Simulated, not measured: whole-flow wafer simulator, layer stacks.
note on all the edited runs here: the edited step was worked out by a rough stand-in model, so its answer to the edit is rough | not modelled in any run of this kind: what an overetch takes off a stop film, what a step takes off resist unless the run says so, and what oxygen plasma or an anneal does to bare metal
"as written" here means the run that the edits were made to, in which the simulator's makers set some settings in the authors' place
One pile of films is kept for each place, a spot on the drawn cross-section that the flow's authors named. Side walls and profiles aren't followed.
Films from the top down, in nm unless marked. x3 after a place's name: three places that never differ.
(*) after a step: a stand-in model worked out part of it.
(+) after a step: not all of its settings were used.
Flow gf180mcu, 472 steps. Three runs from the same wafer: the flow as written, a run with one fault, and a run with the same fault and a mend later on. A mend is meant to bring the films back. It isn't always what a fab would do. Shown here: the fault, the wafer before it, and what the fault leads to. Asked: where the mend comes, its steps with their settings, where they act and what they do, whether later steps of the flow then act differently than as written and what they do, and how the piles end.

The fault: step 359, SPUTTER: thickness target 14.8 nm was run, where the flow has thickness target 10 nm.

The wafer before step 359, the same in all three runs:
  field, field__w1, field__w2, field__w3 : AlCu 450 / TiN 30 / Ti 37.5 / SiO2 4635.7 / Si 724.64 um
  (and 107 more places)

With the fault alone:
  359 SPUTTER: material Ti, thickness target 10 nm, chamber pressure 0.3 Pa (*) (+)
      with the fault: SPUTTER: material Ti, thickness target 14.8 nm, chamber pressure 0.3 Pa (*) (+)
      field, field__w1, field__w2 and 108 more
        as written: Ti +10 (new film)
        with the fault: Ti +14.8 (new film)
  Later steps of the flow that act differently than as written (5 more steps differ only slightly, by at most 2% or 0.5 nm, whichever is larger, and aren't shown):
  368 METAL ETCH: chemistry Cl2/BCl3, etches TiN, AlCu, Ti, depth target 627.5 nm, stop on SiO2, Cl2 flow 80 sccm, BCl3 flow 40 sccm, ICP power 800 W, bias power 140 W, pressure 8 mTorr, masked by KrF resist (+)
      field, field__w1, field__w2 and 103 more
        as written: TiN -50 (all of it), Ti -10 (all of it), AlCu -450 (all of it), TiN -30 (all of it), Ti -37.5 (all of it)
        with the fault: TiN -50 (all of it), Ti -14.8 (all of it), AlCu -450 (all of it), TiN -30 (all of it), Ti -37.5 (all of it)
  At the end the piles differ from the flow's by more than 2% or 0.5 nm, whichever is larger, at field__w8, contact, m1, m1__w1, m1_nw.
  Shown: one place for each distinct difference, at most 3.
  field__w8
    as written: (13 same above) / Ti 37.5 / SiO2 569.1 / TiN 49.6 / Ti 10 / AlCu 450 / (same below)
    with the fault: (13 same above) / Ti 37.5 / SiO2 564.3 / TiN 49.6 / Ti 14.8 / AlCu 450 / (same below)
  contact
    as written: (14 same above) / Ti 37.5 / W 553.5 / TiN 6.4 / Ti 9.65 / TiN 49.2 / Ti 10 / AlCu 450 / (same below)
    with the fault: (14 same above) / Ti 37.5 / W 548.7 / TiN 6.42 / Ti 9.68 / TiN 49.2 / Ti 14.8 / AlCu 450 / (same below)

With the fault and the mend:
  The mend comes after step 359.
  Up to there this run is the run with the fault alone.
  359a METAL ETCH: chemistry Cl2/BCl3, etches TiN, AlCu, Ti, depth target 4.8 nm, Cl2 flow 80 sccm, BCl3 flow 40 sccm, ICP power 800 W, bias power 140 W, pressure 8 mTorr (the flow's step 260 once more, with other settings)
      field, field__w1, field__w2 and 108 more
        Ti -4.8
  No later step of the flow acts differently than as written at any place that is followed.
  At the end the piles are the same as the flow's at every place that both follow.
